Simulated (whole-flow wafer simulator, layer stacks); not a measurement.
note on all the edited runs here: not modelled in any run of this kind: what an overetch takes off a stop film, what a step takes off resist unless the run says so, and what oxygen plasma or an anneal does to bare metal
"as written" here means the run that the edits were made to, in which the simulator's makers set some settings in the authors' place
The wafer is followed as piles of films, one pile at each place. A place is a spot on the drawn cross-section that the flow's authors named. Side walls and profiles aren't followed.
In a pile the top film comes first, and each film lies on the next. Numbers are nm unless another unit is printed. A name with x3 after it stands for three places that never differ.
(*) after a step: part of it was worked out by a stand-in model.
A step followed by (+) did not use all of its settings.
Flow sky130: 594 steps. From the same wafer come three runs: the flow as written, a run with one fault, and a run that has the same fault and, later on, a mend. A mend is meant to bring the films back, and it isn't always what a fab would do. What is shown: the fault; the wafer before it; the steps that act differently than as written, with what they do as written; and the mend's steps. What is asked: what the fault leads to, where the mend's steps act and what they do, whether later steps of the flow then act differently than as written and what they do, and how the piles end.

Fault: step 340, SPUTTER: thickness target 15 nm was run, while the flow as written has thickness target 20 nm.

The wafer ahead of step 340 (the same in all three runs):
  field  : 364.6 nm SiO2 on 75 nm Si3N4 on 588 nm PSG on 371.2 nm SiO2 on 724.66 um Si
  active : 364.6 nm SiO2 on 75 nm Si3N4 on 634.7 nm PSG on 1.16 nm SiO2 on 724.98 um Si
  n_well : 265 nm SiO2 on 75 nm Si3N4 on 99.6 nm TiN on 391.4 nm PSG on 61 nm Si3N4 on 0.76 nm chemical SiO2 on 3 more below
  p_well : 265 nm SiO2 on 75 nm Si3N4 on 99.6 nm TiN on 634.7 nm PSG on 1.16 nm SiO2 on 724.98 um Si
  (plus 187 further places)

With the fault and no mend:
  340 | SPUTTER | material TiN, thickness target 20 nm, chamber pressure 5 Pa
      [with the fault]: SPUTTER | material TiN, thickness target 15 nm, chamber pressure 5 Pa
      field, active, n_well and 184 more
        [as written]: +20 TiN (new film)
        [with the fault]: +15 TiN (new film)
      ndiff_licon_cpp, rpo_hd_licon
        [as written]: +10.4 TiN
        [with the fault]: +7.84 TiN
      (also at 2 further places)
  Later steps of the flow acting differently than as written (1 other step is not shown; it differs only slightly, by no more than 2% or 0.5 nm, whichever is larger):
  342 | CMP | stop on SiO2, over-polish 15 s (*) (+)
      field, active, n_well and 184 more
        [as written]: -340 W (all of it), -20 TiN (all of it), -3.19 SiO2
        [with the fault]: -340 W (all of it), -15 TiN (all of it), -3.19 SiO2
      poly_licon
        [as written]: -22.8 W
        [with the fault]: -17.8 W
  The piles end different from the flow's at poly_licon, ndiff_licon, ndiff_licon_cpp, rpo_hd_licon by more than 2% or 0.5 nm, whichever is larger.
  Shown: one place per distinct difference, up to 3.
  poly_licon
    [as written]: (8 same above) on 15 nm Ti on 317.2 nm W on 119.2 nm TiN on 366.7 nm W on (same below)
    [with the fault]: (8 same above) on 15 nm Ti on 322.2 nm W on 114.2 nm TiN on 366.7 nm W on (same below)
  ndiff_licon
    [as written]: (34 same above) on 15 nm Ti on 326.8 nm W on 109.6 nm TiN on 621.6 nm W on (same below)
    [with the fault]: (34 same above) on 15 nm Ti on 329.4 nm W on 107 nm TiN on 621.6 nm W on (same below)
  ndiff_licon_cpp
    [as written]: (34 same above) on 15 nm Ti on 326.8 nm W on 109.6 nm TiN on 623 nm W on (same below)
    [with the fault]: (34 same above) on 15 nm Ti on 329.4 nm W on 107 nm TiN on 623 nm W on (same below)

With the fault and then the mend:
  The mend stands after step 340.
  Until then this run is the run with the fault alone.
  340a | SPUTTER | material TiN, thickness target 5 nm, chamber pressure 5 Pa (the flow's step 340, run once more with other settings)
      field, active, n_well and 185 more
        +5 TiN
      ndiff_licon, ndiff_licon_cpp, rpo_hd_licon
        +2.56 TiN
  Later steps of the flow that are run all act as written at every place that is followed, up to a difference of at most 2% or 0.5 nm, whichever is larger.
  At the end the piles are close to the flow's at the places that both follow, differing by at most 2% or 0.5 nm, whichever is larger.
